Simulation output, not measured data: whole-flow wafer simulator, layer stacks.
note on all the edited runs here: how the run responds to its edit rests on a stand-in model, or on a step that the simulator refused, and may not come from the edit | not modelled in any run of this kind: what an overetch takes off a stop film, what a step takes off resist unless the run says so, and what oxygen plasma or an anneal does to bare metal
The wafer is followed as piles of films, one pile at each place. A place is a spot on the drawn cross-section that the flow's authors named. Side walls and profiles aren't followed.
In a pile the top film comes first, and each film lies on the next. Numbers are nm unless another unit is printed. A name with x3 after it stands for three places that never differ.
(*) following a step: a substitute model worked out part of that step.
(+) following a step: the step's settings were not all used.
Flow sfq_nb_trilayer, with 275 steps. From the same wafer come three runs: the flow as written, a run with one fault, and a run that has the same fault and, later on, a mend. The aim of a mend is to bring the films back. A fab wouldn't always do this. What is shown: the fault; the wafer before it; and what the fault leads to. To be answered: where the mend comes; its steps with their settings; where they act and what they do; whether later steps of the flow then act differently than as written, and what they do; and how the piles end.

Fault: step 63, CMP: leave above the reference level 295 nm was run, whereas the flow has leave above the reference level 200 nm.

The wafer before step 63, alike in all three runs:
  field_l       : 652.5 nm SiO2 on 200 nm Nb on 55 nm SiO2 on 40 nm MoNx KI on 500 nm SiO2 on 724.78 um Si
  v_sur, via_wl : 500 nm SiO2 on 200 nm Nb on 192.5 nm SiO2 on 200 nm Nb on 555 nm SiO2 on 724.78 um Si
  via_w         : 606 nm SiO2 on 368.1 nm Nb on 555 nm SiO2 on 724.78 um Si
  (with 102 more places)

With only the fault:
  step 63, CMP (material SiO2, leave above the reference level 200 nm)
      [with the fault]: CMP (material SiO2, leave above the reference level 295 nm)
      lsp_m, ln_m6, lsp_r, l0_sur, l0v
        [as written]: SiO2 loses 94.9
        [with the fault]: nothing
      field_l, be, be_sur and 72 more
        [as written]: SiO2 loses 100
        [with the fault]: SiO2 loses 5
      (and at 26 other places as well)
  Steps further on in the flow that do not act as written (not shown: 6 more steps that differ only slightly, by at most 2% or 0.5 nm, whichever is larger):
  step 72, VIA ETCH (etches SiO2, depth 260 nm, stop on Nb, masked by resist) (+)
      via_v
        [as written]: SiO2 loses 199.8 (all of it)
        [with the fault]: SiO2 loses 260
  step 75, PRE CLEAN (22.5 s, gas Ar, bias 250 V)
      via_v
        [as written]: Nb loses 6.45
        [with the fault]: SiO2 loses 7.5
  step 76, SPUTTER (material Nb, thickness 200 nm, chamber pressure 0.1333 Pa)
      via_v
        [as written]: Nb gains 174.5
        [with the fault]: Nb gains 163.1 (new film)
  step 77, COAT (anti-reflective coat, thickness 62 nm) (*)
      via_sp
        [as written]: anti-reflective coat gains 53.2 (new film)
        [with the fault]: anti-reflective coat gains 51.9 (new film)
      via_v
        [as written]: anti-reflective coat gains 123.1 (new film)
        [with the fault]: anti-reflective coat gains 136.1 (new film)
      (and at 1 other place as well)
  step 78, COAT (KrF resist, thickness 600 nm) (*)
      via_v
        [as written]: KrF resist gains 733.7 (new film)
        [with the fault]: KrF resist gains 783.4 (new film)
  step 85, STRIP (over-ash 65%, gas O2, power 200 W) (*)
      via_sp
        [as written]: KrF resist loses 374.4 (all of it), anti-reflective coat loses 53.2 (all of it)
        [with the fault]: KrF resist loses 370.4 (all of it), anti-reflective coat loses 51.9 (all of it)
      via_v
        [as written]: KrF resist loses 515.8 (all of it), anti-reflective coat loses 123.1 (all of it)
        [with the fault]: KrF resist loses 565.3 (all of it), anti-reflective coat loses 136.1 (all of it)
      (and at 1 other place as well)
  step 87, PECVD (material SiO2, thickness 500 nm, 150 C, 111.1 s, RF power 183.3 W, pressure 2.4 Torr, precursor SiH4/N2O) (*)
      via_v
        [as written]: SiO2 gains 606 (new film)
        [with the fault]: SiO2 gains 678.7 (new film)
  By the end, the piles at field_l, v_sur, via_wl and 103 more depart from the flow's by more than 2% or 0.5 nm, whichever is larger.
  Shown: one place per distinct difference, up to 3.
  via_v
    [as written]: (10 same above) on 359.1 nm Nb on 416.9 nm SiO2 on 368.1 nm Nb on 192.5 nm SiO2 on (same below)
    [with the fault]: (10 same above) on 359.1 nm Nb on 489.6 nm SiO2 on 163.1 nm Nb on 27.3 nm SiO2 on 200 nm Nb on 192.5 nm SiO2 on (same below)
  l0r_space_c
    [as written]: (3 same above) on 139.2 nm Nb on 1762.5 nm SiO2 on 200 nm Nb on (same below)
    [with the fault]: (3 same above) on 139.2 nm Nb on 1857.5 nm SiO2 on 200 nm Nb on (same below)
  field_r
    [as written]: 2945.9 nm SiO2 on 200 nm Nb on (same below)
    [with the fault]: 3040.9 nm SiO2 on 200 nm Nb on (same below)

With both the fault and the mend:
  The mend stands after step 70.
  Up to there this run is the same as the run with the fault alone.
  step 70a, STRIP (over-ash 65%, gas O2, power 200 W) (*)
      field_l, v_sur, via_wl and 100 more
        KrF resist loses 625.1 (all of it), anti-reflective coat loses 62 (all of it)
      l0_sur, l0v
        KrF resist loses 625.2 (all of it), anti-reflective coat loses 62 (all of it)
      via_v
        anti-reflective coat loses 62 (all of it)
  step 70b, CMP (material SiO2, leave above the reference level 200 nm) (the flow's step 63, run once more)
      field_l, v_sur, via_wl and 98 more
        SiO2 loses 95
      lsp_m, ln_m6, lsp_r, l0_sur, l0v
        SiO2 loses 94.9
  step 70c, COAT (anti-reflective coat, thickness 62 nm) (the flow's step 65, run once more)
      field_l, v_sur, via_wl and 103 more
        anti-reflective coat gains 62 (new film)
  step 70d, COAT (KrF resist, thickness 650 nm) (the flow's step 66, run once more)
      field_l, v_sur, via_wl and 103 more
        KrF resist gains 650 (new film)
  step 70e, SOFTBAKE (KrF resist) (the flow's step 67, run once more)
      leaves every film unchanged at each place that is followed
  step 70f, EXPOSE (photomask I1, dose 11.91 mJ/cm2, NA 0.6, wavelength 248 nm) (*) (the flow's step 68, run once more)
      leaves every film unchanged at each place that is followed
  step 70g, PEB (KrF resist, 90 s) (the flow's step 69, run once more)
      field_l, v_sur, via_wl and 103 more
        KrF resist loses 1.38
  step 70h, DEVELOP (KrF resist, thickness 650 nm, 60 s) (the flow's step 70, run once more)
      field_l, v_sur, via_wl and 102 more
        KrF resist loses 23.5
      via_v
        KrF resist loses 648.6 (all of it)
  Every later step of the flow that is run acts as written at every place that is followed.
  At every place that both follow, the piles at the end match the flow's.
